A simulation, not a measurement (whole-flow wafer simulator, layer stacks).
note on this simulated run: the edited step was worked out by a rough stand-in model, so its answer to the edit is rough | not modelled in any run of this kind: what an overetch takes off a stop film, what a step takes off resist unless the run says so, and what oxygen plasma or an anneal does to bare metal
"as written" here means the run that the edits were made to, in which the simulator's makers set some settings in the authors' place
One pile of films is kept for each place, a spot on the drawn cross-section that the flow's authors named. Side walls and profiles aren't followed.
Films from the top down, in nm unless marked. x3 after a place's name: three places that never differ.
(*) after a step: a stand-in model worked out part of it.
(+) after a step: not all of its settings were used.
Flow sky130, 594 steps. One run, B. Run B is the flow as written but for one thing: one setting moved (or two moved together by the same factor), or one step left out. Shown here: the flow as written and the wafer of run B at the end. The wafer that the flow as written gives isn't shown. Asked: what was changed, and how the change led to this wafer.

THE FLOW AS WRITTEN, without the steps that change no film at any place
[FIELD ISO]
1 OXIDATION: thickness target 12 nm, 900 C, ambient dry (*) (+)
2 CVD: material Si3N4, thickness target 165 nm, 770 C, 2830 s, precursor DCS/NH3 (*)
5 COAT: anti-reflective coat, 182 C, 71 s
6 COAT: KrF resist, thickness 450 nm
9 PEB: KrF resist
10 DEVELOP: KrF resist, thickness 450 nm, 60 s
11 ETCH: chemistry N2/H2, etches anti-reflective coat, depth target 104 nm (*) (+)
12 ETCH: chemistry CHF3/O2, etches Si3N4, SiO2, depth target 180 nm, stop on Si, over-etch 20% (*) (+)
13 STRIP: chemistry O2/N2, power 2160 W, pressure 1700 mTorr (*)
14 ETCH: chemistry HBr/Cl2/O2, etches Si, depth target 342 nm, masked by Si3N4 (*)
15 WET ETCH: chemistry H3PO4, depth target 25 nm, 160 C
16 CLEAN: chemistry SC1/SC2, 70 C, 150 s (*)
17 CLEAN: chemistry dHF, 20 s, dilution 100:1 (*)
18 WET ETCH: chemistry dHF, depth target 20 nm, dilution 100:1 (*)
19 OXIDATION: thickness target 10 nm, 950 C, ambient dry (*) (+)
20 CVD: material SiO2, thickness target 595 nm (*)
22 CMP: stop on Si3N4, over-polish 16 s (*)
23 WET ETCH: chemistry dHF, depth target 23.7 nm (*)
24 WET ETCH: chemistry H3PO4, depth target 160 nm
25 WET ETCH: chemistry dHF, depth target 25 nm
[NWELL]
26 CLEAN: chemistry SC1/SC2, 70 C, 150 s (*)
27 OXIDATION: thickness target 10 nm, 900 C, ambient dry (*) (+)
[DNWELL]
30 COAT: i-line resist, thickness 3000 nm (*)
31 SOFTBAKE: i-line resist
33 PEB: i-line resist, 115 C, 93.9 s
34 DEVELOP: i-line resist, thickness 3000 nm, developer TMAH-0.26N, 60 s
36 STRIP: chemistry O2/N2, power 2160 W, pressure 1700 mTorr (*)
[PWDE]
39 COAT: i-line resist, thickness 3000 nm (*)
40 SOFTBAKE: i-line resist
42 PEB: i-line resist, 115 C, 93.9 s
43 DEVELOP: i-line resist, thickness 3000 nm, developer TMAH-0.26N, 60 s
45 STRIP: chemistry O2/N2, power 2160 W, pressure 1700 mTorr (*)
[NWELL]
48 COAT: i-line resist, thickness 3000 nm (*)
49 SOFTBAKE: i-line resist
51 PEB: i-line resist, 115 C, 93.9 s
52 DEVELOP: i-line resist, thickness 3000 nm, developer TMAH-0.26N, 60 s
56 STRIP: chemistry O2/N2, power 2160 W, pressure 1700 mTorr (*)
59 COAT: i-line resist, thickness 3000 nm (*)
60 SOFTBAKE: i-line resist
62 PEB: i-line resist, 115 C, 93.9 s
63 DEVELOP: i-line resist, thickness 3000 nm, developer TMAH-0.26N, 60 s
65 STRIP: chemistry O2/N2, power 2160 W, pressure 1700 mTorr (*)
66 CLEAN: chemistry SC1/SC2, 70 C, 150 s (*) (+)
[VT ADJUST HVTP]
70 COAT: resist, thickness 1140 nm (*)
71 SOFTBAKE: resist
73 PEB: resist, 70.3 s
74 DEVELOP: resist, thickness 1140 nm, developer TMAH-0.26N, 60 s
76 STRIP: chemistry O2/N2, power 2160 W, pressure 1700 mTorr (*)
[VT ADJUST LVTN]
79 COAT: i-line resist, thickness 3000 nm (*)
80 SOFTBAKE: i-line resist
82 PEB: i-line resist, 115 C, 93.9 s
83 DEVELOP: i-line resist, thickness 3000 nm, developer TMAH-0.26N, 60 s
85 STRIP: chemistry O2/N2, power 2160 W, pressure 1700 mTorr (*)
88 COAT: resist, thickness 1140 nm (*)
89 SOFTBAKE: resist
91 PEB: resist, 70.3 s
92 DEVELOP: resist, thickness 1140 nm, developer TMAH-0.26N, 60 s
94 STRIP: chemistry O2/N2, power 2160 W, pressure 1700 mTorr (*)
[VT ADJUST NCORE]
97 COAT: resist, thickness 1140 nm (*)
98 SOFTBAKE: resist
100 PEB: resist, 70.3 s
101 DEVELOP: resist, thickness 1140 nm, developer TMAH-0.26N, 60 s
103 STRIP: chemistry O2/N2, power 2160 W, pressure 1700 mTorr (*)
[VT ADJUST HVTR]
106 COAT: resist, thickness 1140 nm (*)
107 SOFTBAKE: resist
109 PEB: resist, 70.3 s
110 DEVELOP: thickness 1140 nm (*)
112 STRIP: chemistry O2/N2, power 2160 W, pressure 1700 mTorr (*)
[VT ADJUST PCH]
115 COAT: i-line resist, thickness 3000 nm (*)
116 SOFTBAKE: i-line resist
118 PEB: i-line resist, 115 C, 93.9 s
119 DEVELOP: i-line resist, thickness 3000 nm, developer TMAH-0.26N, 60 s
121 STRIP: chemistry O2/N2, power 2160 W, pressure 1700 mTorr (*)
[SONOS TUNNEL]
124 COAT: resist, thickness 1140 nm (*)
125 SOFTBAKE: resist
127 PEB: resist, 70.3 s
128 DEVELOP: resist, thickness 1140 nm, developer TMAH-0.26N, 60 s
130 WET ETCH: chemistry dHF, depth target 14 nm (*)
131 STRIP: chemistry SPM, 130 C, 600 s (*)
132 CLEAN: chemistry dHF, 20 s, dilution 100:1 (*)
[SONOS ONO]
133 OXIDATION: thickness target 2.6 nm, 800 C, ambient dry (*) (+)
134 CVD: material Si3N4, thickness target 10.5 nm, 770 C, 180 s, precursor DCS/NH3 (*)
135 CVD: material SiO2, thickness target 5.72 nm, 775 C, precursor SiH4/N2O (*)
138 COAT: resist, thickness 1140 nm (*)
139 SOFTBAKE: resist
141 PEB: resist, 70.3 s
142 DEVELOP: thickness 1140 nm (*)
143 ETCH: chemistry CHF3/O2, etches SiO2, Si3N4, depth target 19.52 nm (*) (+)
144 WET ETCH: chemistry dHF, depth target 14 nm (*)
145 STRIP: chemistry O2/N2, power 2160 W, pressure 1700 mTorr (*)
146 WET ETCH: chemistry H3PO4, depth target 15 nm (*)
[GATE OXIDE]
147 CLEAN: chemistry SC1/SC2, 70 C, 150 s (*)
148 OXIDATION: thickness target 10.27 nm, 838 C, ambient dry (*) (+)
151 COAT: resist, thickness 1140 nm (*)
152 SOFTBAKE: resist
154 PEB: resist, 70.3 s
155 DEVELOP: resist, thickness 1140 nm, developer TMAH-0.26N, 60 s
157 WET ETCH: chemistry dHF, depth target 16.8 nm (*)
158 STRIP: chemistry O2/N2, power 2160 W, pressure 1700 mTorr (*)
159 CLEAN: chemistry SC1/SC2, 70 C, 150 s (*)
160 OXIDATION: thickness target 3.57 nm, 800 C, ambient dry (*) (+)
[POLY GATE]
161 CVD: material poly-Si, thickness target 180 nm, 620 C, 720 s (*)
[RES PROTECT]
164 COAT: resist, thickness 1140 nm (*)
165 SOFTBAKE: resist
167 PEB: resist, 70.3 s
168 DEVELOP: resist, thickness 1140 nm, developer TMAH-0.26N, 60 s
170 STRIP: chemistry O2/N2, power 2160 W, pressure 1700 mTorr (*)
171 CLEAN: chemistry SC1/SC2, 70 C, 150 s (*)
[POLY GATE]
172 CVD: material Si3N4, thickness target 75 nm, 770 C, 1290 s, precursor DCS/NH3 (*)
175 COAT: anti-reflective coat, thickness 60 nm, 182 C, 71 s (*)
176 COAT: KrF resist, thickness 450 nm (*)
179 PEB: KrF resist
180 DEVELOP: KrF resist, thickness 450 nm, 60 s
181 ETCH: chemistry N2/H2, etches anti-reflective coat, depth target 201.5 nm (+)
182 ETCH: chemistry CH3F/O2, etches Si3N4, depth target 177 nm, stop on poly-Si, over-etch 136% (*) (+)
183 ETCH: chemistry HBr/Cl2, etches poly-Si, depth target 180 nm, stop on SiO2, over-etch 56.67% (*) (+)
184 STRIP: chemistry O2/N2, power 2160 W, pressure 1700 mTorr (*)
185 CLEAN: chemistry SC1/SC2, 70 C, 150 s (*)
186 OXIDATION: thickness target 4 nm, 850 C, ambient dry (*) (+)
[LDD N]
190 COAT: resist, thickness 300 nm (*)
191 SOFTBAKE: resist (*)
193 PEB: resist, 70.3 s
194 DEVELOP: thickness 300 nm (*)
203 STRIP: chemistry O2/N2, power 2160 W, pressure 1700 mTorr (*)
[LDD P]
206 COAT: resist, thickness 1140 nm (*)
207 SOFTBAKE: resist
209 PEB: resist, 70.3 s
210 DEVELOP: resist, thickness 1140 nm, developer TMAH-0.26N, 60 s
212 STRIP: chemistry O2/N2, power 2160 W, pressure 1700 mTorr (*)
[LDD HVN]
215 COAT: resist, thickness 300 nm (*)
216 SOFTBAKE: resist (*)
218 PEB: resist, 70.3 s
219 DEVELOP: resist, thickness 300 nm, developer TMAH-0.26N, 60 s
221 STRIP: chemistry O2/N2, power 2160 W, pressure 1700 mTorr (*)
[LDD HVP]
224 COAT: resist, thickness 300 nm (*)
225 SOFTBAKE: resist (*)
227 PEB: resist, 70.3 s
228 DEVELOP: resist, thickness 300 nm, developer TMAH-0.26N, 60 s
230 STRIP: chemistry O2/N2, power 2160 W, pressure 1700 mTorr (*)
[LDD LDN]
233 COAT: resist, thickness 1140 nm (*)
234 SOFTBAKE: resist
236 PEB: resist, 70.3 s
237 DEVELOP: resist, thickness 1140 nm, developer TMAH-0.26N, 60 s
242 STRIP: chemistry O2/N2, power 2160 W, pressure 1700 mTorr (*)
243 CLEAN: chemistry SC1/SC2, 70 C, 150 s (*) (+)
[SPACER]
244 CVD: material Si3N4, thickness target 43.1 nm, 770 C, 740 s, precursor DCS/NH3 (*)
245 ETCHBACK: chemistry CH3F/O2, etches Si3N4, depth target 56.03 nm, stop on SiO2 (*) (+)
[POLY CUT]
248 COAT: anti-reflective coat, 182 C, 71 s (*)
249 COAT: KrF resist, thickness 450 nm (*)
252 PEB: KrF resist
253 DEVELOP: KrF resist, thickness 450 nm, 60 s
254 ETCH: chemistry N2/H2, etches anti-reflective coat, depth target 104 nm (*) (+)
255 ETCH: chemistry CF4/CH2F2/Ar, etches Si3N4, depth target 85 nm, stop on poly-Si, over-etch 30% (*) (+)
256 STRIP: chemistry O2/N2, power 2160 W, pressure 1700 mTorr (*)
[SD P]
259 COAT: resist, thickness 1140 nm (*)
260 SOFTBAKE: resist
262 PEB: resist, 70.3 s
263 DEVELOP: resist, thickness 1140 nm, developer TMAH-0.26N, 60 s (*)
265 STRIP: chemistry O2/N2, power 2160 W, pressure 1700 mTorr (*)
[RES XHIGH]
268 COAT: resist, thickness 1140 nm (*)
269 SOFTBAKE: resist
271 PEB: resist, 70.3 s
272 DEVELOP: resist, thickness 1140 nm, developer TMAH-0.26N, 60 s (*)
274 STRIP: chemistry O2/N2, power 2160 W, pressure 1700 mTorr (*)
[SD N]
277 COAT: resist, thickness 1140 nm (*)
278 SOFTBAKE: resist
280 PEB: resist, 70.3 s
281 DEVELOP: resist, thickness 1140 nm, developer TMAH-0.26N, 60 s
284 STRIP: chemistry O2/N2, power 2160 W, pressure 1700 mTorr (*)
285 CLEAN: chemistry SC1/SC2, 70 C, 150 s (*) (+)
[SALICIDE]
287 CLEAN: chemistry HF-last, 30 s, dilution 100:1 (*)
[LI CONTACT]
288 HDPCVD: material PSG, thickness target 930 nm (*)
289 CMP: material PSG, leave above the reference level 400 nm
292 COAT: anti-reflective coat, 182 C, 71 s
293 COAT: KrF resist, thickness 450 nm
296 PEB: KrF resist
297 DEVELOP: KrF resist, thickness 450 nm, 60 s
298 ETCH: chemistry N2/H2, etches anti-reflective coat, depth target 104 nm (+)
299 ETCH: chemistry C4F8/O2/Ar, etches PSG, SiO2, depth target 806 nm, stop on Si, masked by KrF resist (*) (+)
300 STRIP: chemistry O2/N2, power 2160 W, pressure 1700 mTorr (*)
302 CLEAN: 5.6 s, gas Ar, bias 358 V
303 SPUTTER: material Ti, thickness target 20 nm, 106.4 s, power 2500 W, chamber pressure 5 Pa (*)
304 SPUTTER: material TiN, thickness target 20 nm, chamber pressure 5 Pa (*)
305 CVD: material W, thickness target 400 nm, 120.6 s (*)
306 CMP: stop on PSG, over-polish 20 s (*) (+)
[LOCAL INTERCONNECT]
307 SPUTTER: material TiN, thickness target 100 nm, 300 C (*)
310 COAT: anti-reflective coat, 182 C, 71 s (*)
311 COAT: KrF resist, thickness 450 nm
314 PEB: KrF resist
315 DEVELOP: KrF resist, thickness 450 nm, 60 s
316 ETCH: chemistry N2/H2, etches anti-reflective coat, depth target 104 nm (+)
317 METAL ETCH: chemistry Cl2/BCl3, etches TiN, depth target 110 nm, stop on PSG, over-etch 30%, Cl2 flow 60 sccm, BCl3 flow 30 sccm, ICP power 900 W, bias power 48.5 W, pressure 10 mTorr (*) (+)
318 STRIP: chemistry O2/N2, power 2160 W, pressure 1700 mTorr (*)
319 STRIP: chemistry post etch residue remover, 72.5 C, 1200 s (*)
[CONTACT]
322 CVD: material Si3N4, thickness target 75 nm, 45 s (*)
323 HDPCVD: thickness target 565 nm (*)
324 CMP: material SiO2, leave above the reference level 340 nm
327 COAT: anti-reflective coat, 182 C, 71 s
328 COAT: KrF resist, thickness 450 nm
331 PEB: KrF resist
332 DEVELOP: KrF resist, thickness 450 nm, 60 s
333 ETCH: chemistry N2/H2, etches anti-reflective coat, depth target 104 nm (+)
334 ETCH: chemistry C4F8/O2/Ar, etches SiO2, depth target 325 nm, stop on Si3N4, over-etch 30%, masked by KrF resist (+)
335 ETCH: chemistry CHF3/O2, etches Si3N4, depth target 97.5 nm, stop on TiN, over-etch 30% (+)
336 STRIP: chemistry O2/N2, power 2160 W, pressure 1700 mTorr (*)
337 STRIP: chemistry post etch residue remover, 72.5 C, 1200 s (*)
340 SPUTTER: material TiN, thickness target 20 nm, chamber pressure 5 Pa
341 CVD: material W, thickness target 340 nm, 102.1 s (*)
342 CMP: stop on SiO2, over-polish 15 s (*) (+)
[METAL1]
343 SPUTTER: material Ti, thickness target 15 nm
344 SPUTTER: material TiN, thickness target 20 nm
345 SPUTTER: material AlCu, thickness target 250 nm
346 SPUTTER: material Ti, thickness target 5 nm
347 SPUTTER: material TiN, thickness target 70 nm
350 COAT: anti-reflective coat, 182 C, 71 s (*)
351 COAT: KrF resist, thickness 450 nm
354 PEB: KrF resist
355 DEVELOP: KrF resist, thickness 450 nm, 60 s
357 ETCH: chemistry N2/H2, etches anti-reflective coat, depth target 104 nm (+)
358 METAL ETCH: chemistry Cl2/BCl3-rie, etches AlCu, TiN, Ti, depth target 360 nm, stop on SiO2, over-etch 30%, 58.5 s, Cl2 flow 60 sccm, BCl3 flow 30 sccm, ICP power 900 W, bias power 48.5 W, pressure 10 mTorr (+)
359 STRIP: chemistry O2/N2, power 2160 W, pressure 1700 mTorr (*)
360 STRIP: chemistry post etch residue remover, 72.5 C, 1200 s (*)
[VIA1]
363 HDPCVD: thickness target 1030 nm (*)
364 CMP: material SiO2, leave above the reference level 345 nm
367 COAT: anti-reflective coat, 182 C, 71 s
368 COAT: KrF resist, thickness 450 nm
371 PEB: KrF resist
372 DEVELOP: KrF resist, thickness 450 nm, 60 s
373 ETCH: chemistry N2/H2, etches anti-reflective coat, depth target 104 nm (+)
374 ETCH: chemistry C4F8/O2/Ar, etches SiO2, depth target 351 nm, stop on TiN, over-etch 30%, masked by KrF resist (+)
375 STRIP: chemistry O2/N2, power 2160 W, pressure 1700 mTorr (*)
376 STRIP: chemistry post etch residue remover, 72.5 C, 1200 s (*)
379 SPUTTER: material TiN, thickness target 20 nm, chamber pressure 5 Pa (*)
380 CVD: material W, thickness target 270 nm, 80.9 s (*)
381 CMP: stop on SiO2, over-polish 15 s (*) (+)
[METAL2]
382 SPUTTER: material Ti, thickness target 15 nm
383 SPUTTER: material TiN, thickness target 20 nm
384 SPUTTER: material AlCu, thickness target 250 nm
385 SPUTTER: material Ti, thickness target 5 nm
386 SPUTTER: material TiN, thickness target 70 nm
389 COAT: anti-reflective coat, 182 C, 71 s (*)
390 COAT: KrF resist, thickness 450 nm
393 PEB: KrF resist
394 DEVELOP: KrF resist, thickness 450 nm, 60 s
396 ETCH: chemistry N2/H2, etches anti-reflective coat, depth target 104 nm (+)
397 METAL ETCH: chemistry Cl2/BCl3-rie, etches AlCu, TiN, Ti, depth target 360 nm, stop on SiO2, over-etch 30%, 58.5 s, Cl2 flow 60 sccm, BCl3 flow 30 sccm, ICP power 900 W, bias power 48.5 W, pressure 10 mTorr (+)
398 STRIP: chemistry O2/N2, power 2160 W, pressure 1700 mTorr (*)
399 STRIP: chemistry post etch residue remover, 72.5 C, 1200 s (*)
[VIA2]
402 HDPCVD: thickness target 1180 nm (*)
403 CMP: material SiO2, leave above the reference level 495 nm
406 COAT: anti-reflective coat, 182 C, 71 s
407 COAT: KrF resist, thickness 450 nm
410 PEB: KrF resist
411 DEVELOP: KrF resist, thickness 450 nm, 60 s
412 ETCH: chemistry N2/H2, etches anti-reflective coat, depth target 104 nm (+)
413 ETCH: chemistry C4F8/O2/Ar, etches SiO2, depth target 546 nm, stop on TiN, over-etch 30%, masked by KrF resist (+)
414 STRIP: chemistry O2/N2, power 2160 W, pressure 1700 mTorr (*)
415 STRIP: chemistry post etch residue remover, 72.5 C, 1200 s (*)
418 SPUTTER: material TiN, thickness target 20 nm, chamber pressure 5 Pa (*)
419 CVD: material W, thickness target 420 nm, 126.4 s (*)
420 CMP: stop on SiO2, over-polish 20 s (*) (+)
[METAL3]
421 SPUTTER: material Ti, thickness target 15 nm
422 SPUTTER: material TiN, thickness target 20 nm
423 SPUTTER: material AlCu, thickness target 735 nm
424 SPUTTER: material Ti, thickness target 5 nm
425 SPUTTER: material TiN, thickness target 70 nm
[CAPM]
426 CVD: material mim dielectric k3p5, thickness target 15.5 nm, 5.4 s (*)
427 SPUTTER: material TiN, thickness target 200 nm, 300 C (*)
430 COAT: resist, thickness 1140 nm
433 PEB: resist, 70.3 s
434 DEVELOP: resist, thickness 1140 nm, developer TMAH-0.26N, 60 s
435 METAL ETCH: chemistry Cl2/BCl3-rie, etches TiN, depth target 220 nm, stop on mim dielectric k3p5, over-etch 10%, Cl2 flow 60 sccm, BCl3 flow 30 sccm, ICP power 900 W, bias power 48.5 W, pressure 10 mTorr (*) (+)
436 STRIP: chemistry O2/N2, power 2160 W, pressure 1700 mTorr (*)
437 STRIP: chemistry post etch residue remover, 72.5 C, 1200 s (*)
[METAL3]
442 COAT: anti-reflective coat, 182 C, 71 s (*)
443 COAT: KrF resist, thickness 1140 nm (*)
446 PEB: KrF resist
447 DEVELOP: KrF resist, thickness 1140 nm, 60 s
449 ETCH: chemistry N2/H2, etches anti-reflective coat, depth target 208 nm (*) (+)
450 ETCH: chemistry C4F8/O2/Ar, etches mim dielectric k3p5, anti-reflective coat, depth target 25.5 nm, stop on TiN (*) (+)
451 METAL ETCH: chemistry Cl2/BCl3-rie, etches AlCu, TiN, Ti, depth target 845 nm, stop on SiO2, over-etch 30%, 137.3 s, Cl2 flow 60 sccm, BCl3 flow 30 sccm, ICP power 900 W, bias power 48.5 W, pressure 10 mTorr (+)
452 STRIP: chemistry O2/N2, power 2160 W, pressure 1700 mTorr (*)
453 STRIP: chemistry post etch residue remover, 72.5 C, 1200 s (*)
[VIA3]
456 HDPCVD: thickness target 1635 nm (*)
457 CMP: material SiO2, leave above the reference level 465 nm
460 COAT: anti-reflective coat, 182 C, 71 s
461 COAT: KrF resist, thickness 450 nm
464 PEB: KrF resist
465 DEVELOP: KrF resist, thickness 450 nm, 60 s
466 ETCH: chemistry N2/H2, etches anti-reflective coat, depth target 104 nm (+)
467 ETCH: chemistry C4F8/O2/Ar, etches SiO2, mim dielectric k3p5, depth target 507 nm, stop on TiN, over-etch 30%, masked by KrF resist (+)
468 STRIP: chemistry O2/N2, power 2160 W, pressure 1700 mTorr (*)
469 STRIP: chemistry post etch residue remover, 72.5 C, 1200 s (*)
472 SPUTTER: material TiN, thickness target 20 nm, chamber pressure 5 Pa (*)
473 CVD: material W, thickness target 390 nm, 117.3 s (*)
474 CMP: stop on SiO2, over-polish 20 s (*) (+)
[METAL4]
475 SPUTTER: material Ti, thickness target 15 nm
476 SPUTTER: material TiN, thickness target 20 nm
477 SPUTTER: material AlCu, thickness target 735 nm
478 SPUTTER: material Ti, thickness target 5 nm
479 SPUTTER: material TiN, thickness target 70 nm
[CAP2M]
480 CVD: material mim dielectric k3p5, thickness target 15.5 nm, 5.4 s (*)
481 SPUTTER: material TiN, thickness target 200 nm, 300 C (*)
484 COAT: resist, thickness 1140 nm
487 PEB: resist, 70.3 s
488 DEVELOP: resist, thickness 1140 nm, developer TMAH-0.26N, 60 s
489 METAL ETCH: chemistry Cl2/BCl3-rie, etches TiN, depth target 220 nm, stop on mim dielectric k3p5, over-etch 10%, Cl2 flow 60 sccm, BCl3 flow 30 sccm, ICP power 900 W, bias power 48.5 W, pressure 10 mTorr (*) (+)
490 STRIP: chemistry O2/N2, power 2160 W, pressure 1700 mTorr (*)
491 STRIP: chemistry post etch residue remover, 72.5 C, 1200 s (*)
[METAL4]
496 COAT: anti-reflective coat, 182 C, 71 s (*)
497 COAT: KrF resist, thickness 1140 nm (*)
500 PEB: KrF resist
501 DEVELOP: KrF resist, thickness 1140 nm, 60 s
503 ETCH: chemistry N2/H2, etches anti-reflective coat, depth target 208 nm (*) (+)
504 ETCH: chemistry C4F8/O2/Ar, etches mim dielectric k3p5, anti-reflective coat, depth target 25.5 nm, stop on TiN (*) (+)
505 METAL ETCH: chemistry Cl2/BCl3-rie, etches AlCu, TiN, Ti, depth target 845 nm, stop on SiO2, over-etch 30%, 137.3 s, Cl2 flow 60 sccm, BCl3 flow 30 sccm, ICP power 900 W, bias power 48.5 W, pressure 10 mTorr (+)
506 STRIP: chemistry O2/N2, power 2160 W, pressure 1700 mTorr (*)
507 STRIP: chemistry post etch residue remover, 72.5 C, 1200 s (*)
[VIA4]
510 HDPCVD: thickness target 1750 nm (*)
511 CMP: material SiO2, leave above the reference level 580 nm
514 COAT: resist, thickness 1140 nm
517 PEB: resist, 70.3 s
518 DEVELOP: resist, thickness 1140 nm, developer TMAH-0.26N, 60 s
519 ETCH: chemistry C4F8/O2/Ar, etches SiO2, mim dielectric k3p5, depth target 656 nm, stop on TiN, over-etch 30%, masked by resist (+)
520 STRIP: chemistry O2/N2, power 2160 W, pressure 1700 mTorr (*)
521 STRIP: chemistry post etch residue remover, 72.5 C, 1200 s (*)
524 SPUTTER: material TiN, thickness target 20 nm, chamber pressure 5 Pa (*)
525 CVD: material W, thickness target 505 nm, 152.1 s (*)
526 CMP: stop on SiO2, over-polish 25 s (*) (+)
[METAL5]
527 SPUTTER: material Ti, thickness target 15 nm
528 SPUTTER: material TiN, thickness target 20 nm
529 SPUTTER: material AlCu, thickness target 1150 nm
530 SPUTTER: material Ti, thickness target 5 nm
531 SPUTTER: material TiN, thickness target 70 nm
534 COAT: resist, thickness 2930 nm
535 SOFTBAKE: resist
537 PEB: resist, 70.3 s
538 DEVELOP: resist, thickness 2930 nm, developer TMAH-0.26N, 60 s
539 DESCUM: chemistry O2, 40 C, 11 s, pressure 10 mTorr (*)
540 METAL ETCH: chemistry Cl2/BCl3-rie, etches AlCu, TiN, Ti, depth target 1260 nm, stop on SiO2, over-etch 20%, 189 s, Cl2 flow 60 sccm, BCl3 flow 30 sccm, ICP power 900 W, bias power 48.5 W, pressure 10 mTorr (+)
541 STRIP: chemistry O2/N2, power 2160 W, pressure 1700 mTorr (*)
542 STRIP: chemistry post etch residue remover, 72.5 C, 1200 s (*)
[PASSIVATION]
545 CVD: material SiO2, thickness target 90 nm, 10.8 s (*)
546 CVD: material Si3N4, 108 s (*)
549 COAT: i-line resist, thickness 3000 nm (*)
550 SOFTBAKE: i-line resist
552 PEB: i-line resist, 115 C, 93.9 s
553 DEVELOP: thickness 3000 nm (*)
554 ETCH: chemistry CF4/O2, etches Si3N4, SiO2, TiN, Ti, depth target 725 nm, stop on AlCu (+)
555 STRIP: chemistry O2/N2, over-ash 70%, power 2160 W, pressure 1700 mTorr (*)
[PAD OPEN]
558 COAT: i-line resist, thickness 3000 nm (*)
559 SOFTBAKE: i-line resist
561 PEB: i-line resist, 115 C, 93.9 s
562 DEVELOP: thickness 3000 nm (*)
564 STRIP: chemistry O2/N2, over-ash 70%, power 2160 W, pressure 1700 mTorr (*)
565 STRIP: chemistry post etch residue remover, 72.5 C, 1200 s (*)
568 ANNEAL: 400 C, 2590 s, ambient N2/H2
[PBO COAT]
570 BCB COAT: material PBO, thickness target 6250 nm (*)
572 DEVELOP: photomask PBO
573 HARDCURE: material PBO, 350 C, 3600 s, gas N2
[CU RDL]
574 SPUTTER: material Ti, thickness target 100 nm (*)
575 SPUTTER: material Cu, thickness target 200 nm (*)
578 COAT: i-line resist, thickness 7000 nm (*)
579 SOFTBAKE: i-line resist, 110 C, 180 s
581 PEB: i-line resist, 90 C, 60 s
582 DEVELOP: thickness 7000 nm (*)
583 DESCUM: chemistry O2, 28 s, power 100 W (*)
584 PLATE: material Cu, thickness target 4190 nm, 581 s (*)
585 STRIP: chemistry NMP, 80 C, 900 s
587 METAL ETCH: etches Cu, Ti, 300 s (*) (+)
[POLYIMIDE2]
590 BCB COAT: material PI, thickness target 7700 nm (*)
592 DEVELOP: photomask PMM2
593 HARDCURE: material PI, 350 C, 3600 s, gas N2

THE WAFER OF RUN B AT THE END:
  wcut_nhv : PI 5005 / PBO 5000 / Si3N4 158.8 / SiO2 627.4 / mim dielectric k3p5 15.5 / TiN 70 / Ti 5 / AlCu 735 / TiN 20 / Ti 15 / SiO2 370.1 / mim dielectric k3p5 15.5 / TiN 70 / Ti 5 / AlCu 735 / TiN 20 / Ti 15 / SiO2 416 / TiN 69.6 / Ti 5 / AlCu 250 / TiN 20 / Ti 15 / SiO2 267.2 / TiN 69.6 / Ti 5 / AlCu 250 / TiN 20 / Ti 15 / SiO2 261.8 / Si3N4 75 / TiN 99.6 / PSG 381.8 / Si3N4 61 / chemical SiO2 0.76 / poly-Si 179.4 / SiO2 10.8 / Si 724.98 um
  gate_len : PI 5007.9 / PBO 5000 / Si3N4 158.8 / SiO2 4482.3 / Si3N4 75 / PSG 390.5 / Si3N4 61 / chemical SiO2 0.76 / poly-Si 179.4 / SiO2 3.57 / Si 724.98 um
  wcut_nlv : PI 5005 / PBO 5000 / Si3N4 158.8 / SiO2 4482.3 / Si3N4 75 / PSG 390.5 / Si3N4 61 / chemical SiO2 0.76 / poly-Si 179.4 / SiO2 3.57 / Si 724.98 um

The cause: step 545, CVD: thickness target 122 nm was run, where the flow has thickness target 90 nm; step 545, CVD: 14.6 s was run, where the flow has 10.8 s.

How the change led to this, step by step:
  545 CVD: material SiO2, thickness target 90 nm, 10.8 s (*)
      field, active, gate and 175 more: SiO2 +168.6 (as written it would be: SiO2 +125.2)
      n_well, p_well, sd_n and 12 more: SiO2 +168.6 (new film) (as written it would be: SiO2 +125.2 (new film))
  550 SOFTBAKE: i-line resist
      active: i-line resist +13 (as written it would be: i-line resist +12)
      gate: i-line resist -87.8 (as written it would be: i-line resist -85.5)
      (and at 56 more places)
  554 ETCH: chemistry CF4/O2, etches Si3N4, SiO2, TiN, Ti, depth target 725 nm, stop on AlCu (+)
      field, active, n_well and 189 more: i-line resist -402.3 (as written it would be: i-line resist -358.9)
      pad: Si3N4 -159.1 (all of it), SiO2 -168.6 (all of it), TiN -69.6 (all of it), Ti -5 (all of it) (as written it would be: Si3N4 -159.1 (all of it), SiO2 -125.2 (all of it), TiN -69.6 (all of it), Ti -5 (all of it))
  555 STRIP: chemistry O2/N2, over-ash 70%, power 2160 W, pressure 1700 mTorr (*)
      n_well, p_well, sd_n, sd_p: i-line resist -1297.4 (all of it) (as written it would be: i-line resist -1340.8 (all of it))
      m1: i-line resist -1322.3 (all of it) (as written it would be: i-line resist -1364.1 (all of it))
      (and at 8 more places)
  558 COAT: i-line resist, thickness 3000 nm (*)
      pad: i-line resist +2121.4 (new film) (as written it would be: i-line resist +2077.7 (new film))
  559 SOFTBAKE: i-line resist
      field: i-line resist +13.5 (as written it would be: i-line resist +12.5)
      active: i-line resist +13 (as written it would be: i-line resist +12)
      (and at 62 more places)
  561 PEB: i-line resist, 115 C, 93.9 s
      pad: i-line resist -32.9 (as written it would be: i-line resist -32.2)
  562 DEVELOP: thickness 3000 nm (*)
      pad: i-line resist -2088.4 (all of it) (as written it would be: i-line resist -2045.5 (all of it))
  578 COAT: i-line resist, thickness 7000 nm (*)
      pad: i-line resist +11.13 um (new film) (as written it would be: i-line resist +11.08 um (new film))
  579 SOFTBAKE: i-line resist, 110 C, 180 s
      mim, vcap_hvt: i-line resist -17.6 (as written it would be: i-line resist -16.8)
      ndiff_licon_rim, ndiff_licon: i-line resist -8.58 (as written it would be: i-line resist -8.01)
      (and at 17 more places)
  582 DEVELOP: thickness 7000 nm (*)
      pad: i-line resist -11.13 um (all of it) (as written it would be: i-line resist -11.08 um (all of it))
